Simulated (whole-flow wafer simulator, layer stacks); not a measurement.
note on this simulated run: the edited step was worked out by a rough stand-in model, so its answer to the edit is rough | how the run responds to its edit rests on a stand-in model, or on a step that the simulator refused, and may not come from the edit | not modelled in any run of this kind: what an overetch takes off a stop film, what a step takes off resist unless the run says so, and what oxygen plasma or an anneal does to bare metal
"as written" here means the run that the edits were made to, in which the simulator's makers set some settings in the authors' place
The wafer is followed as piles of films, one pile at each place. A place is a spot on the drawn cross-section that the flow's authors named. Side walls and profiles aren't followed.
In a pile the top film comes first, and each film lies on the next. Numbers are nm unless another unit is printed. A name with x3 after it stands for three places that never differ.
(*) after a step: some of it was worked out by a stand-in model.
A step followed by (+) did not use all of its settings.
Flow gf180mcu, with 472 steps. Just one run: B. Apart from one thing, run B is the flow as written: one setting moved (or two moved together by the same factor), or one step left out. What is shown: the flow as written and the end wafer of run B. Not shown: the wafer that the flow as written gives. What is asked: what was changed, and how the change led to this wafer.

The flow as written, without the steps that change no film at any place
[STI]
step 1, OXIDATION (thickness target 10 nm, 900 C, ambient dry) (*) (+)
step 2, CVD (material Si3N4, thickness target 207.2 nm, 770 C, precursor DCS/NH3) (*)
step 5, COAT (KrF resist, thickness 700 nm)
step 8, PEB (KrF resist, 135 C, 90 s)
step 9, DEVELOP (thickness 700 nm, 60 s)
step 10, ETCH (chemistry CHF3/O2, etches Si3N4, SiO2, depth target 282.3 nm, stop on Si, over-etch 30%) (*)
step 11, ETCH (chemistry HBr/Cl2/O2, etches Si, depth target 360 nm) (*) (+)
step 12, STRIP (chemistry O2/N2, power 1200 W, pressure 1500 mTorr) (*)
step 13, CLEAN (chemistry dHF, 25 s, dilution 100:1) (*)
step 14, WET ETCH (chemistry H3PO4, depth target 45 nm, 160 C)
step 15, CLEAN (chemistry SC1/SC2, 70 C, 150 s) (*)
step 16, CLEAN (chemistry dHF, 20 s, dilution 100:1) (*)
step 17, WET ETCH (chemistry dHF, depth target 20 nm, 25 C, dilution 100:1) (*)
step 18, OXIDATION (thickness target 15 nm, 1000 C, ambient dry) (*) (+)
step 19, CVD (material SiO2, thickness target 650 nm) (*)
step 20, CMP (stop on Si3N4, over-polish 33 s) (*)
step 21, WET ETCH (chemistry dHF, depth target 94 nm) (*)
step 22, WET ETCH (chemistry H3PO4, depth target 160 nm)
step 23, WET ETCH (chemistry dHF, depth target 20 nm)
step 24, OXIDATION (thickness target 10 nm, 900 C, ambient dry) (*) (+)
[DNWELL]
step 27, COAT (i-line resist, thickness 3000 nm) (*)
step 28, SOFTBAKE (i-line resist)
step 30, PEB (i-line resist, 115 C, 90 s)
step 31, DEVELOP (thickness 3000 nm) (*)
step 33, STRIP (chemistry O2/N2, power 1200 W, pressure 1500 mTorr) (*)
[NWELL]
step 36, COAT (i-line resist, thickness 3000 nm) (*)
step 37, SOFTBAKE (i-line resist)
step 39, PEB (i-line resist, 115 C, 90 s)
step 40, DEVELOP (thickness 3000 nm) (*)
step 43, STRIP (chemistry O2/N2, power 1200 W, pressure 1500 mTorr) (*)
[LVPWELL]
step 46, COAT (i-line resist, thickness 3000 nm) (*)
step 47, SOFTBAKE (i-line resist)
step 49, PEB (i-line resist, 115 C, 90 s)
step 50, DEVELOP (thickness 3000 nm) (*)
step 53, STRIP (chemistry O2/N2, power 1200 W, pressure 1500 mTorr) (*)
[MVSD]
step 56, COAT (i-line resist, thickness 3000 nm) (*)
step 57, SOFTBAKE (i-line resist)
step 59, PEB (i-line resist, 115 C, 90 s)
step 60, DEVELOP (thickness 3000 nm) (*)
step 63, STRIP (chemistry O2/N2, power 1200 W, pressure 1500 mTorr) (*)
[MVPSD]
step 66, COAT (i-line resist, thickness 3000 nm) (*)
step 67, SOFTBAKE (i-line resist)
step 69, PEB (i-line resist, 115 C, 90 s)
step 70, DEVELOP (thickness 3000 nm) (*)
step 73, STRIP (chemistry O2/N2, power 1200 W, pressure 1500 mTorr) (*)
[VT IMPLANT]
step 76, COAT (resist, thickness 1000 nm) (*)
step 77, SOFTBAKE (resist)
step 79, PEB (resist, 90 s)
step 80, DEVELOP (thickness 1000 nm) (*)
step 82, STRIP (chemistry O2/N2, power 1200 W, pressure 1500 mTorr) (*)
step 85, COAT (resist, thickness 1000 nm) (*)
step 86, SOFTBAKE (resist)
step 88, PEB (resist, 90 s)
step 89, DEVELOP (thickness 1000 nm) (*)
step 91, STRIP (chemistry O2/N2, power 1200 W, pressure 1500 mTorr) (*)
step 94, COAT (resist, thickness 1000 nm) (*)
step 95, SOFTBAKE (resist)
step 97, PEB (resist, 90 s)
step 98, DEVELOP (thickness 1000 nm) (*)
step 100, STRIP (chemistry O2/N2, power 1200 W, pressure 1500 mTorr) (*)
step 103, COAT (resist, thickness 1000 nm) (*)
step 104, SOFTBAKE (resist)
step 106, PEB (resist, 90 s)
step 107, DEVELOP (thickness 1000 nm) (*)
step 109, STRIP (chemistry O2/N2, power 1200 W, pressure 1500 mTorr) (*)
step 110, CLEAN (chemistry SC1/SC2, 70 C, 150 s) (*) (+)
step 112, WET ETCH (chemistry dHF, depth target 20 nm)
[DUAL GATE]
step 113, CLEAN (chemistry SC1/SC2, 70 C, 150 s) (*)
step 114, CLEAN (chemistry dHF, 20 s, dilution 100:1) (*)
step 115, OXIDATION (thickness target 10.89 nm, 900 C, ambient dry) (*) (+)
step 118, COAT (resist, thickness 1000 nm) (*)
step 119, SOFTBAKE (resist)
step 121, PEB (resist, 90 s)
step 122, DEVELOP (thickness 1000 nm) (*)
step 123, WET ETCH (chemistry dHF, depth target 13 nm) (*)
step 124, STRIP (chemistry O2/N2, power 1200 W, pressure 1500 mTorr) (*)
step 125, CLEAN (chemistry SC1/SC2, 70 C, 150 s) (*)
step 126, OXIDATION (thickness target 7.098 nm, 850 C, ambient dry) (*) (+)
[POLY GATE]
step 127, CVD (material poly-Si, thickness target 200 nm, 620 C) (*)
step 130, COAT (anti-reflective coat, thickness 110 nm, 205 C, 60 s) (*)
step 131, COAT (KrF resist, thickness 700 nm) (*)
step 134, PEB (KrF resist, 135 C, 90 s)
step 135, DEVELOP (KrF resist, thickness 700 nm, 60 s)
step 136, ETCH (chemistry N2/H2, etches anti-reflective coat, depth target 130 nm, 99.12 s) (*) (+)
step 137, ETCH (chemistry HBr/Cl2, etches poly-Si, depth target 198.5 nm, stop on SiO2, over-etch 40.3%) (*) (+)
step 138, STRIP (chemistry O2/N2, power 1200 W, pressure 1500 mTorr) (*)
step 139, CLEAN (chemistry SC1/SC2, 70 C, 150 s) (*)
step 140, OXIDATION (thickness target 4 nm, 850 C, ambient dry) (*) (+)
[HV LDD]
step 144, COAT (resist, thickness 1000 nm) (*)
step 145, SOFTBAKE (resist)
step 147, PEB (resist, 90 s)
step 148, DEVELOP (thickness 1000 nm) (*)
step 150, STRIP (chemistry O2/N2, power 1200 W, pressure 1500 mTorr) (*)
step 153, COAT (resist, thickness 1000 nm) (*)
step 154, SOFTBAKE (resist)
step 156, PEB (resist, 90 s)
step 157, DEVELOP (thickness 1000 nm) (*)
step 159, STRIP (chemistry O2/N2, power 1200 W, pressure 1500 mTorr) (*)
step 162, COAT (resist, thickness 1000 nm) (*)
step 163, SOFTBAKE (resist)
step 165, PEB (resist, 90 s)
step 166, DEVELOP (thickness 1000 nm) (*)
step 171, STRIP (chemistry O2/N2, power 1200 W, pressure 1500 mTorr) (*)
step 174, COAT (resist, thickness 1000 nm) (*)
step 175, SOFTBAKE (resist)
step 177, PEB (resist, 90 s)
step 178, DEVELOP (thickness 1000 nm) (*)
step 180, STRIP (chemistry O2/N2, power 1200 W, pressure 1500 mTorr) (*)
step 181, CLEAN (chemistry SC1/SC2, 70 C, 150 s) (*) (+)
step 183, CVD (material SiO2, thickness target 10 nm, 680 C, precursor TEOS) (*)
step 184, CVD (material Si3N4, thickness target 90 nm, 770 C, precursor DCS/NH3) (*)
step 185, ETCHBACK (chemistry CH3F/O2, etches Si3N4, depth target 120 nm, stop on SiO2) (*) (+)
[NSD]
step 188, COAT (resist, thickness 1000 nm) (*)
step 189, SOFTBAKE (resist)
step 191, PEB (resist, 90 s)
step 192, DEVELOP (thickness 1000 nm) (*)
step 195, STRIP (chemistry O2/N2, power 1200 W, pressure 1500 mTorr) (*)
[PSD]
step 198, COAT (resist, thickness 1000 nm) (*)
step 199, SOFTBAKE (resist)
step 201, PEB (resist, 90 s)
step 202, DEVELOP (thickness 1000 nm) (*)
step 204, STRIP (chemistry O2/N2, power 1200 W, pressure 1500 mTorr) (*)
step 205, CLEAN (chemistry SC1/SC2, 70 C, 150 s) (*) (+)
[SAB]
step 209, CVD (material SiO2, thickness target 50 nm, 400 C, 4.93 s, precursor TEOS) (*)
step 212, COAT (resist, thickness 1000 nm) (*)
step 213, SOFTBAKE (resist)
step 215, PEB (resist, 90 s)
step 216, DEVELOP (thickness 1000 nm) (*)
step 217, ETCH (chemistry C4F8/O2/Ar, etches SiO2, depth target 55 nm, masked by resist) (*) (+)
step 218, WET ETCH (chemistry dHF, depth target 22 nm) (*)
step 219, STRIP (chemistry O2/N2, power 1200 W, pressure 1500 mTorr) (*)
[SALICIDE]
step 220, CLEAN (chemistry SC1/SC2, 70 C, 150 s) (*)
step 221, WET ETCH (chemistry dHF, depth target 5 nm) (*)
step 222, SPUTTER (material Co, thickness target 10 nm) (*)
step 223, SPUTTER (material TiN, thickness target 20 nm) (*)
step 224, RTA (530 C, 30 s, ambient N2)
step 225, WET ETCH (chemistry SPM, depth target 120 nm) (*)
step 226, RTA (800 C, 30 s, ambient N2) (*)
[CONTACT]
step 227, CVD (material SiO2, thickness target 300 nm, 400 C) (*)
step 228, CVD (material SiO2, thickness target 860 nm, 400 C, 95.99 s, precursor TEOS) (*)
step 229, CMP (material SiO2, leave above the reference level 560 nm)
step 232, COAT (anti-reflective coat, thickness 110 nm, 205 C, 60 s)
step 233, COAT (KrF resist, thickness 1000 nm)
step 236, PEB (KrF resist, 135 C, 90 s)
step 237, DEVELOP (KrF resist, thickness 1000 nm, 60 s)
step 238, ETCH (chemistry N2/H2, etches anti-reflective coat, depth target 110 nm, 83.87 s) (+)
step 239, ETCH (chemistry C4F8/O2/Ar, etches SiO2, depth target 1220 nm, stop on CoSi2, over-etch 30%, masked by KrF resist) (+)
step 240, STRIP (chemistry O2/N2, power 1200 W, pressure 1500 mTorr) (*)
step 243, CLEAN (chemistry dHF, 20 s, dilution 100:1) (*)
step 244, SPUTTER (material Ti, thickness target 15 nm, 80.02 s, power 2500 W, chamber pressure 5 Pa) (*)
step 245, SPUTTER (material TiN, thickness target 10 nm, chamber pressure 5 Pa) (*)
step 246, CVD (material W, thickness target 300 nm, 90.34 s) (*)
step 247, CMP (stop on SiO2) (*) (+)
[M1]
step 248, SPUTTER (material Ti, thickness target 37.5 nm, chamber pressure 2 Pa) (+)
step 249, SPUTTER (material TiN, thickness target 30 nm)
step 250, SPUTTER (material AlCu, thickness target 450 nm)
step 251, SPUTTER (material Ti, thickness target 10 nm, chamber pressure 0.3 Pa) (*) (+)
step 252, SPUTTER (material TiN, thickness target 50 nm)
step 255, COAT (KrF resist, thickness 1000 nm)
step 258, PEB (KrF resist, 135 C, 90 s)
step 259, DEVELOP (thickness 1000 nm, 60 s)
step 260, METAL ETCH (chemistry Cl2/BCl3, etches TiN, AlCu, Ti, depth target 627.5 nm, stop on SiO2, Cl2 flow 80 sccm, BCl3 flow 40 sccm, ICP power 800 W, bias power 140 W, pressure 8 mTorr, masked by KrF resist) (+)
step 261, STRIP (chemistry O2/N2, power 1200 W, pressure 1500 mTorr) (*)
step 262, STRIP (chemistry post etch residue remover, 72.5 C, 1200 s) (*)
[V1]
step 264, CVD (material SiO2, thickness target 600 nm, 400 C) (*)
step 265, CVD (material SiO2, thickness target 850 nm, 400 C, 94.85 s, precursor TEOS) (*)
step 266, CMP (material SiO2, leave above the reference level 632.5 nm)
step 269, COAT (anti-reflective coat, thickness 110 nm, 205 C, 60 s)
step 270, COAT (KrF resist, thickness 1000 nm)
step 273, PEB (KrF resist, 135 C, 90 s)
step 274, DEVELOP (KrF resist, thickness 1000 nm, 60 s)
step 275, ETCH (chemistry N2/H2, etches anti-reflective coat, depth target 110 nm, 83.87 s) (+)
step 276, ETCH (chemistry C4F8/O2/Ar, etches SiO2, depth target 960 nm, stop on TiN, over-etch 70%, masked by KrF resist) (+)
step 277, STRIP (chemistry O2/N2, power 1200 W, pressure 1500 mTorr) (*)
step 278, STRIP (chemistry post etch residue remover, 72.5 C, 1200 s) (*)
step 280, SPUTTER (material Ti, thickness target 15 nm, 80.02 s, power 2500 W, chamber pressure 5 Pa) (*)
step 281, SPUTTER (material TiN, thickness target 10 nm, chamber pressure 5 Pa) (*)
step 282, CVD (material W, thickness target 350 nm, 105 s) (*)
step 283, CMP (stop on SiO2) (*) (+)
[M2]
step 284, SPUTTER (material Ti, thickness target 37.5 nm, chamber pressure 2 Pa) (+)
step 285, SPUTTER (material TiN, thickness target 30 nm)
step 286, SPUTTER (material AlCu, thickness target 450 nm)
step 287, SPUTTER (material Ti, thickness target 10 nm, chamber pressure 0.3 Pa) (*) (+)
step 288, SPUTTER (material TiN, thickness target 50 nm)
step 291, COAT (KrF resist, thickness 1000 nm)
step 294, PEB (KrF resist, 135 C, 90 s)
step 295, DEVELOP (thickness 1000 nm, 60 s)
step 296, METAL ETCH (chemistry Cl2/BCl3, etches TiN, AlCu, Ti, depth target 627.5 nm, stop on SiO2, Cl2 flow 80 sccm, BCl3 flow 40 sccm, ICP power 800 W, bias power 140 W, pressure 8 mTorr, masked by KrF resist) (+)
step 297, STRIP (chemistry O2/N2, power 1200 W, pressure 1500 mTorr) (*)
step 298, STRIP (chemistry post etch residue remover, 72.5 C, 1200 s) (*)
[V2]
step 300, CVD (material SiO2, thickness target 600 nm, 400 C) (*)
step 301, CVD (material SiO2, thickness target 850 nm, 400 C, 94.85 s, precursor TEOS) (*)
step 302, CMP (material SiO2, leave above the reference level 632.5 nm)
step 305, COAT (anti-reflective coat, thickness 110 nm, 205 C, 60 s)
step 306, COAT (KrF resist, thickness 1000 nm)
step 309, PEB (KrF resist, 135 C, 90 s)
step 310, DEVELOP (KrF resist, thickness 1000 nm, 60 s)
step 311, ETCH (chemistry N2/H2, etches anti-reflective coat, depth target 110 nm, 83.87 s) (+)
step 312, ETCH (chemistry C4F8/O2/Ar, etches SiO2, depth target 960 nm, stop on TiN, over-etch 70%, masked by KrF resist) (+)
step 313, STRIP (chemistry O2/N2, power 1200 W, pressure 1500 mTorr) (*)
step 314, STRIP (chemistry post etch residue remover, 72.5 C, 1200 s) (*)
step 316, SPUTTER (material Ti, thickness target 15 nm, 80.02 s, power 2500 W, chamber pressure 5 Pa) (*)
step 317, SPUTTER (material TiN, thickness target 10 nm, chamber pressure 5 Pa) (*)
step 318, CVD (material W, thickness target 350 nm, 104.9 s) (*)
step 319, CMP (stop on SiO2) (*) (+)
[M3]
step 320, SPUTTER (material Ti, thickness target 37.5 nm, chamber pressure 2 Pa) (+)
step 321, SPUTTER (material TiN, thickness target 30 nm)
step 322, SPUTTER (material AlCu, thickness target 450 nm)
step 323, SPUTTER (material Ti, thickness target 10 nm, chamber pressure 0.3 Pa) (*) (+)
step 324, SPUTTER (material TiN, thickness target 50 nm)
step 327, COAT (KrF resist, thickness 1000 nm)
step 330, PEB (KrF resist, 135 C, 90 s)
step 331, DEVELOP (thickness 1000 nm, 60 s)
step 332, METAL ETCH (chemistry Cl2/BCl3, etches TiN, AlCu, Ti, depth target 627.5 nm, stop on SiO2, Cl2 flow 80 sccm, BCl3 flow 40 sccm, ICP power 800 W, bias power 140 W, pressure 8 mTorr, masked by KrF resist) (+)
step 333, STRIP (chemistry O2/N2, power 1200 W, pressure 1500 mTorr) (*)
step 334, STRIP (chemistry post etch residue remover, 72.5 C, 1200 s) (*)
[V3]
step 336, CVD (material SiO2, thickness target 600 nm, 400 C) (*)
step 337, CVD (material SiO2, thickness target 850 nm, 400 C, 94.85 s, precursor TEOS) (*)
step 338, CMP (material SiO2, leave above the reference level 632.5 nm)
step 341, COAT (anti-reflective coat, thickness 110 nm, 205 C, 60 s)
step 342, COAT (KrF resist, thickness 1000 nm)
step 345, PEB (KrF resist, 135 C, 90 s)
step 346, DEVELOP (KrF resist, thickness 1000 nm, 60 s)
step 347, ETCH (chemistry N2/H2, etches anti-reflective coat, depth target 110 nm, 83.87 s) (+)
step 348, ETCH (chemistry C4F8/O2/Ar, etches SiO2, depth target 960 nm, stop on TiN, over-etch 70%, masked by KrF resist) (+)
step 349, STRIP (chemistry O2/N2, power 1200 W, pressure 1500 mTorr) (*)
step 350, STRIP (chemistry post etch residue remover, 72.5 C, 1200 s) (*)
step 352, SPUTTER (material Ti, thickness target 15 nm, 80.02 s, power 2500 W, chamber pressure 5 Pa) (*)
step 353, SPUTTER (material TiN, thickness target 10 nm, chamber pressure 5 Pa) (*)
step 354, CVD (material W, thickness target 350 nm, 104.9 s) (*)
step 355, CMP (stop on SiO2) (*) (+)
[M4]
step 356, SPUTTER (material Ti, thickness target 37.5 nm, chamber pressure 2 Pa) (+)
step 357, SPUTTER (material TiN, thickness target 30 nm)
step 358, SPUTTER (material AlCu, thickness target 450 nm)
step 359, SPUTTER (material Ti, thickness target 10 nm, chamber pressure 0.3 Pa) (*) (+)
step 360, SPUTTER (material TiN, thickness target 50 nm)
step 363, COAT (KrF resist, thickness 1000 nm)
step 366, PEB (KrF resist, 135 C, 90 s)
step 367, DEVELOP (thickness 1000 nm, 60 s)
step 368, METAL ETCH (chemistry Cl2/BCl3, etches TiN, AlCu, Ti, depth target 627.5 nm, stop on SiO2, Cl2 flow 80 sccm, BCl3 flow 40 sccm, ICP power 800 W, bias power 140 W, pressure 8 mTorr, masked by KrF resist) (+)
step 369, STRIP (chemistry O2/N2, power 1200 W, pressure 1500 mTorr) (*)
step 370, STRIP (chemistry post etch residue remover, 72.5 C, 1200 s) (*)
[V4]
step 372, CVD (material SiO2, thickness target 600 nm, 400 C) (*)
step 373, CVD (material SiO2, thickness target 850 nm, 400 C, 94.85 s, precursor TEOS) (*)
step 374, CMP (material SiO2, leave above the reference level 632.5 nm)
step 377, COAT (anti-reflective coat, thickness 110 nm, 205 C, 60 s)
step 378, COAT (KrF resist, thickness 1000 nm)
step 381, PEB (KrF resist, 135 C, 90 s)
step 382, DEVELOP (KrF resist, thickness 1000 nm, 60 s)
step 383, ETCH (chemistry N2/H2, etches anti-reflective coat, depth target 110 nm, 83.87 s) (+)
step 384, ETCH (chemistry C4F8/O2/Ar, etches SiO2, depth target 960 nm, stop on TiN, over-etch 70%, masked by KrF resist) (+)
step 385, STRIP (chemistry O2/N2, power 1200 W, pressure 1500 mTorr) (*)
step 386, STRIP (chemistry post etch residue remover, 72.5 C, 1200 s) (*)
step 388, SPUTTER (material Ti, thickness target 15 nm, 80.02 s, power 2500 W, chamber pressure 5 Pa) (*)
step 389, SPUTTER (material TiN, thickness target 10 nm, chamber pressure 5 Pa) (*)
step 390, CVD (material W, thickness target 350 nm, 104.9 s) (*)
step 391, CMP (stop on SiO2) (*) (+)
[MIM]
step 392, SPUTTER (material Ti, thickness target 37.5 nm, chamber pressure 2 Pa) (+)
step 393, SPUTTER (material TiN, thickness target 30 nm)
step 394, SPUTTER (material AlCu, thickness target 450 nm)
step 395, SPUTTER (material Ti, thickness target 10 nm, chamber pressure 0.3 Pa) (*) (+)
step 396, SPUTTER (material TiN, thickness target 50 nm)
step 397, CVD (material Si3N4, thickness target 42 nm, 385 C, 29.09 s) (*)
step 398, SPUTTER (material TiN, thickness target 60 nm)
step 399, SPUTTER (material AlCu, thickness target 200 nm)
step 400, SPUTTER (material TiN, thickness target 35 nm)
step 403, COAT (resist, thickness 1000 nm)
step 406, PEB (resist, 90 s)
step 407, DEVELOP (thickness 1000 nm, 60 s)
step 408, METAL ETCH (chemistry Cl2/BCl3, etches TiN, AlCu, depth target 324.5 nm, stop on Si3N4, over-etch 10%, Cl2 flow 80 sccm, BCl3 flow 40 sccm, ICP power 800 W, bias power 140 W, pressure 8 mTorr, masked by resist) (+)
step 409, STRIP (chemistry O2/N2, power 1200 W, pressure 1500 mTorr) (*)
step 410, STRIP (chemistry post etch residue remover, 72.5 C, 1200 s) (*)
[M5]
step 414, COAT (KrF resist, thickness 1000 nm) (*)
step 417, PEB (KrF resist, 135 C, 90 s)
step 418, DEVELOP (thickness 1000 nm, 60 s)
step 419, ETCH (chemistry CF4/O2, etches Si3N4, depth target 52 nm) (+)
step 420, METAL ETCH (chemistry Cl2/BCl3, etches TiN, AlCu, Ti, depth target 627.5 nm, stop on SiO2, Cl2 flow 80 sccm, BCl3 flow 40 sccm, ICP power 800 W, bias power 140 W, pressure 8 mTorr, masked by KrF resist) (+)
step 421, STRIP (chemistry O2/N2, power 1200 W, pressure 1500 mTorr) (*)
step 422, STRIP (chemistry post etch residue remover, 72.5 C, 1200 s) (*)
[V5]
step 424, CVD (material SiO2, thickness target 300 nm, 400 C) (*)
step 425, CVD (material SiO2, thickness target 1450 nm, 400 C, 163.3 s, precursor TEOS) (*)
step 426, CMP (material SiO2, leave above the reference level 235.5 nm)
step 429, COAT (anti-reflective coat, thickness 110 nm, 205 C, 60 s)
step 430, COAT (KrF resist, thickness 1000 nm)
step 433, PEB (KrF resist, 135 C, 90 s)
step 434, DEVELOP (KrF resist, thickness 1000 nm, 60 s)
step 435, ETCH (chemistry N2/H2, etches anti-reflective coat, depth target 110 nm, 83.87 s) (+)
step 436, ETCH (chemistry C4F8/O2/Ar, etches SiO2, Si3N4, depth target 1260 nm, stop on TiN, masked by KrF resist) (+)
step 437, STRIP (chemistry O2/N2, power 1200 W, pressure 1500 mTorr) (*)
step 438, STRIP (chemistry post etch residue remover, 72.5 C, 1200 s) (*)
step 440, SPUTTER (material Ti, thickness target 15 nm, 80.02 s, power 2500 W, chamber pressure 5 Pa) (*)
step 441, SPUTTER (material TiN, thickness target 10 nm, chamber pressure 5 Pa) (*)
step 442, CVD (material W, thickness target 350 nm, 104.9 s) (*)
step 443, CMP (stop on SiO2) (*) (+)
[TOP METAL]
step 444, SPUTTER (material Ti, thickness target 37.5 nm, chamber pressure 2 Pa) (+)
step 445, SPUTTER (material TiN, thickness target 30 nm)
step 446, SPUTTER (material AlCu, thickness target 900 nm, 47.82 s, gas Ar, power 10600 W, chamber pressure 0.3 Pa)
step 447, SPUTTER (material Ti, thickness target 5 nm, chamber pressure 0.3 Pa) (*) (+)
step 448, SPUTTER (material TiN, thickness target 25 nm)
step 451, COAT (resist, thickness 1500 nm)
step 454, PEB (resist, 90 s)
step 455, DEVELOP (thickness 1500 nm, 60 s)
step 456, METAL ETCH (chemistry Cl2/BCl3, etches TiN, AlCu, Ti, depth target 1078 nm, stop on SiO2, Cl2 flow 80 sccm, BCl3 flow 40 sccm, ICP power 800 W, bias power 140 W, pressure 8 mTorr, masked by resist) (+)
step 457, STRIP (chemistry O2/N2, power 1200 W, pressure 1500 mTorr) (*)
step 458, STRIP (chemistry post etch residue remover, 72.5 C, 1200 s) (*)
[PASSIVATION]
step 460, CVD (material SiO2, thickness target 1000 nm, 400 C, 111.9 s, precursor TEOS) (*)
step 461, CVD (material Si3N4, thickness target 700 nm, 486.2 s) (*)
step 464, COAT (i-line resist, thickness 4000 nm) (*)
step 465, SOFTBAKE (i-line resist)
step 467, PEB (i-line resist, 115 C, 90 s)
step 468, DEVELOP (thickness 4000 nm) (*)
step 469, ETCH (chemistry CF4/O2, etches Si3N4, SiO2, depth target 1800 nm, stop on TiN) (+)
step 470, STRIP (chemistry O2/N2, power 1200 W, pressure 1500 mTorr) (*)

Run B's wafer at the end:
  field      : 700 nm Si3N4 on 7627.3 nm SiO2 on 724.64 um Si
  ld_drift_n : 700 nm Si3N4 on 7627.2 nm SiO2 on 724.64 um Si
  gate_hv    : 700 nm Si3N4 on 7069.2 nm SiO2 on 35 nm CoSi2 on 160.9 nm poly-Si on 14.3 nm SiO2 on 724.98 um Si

What caused this: step 460, CVD: thickness target 400 nm was run, though the flow has thickness target 1000 nm.

Step by step, how the change led to this:
  step 460, CVD (material SiO2, thickness target 1000 nm, 400 C, 111.9 s, precursor TEOS) (*)
      field, field__w1, field__w2 and 103 more: SiO2 gains 400 (it would be, as written: SiO2 gains 1000)
      field__w8, contact, m1, m1__w1, pad, m1_nw: SiO2 gains 400 (new film) (it would be, as written: SiO2 gains 1000 (new film))
  step 465, SOFTBAKE (i-line resist)
      field__w5, field__w9: i-line resist gains 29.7 (it would be, as written: i-line resist gains 37.3)
      field__w11, field__w13: i-line resist gains 30.8 (it would be, as written: i-line resist gains 37.9)
      (and at 57 other places as well)
  step 469, ETCH (chemistry CF4/O2, etches Si3N4, SiO2, depth target 1800 nm, stop on TiN) (+)
      field, field__w1, field__w2 and 108 more: i-line resist loses 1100 (it would be, as written: i-line resist loses 1200)
      pad: Si3N4 loses 700 (all of it), SiO2 loses 400 (all of it) (it would be, as written: Si3N4 loses 700 (all of it), SiO2 loses 1000 (all of it))
  step 470, STRIP (chemistry O2/N2, power 1200 W, pressure 1500 mTorr) (*)
      iso_ptap_pw, iso_ntap_nw, iso_nw_fld and 33 more: i-line resist loses 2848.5 (all of it) (it would be, as written: i-line resist loses 2748.5 (all of it))
      p_well, sti, spacer, sd_n, mim_1p0, dice_street: i-line resist loses 2853.6 (all of it) (it would be, as written: i-line resist loses 2754.7 (all of it))
      (and at 69 other places as well)
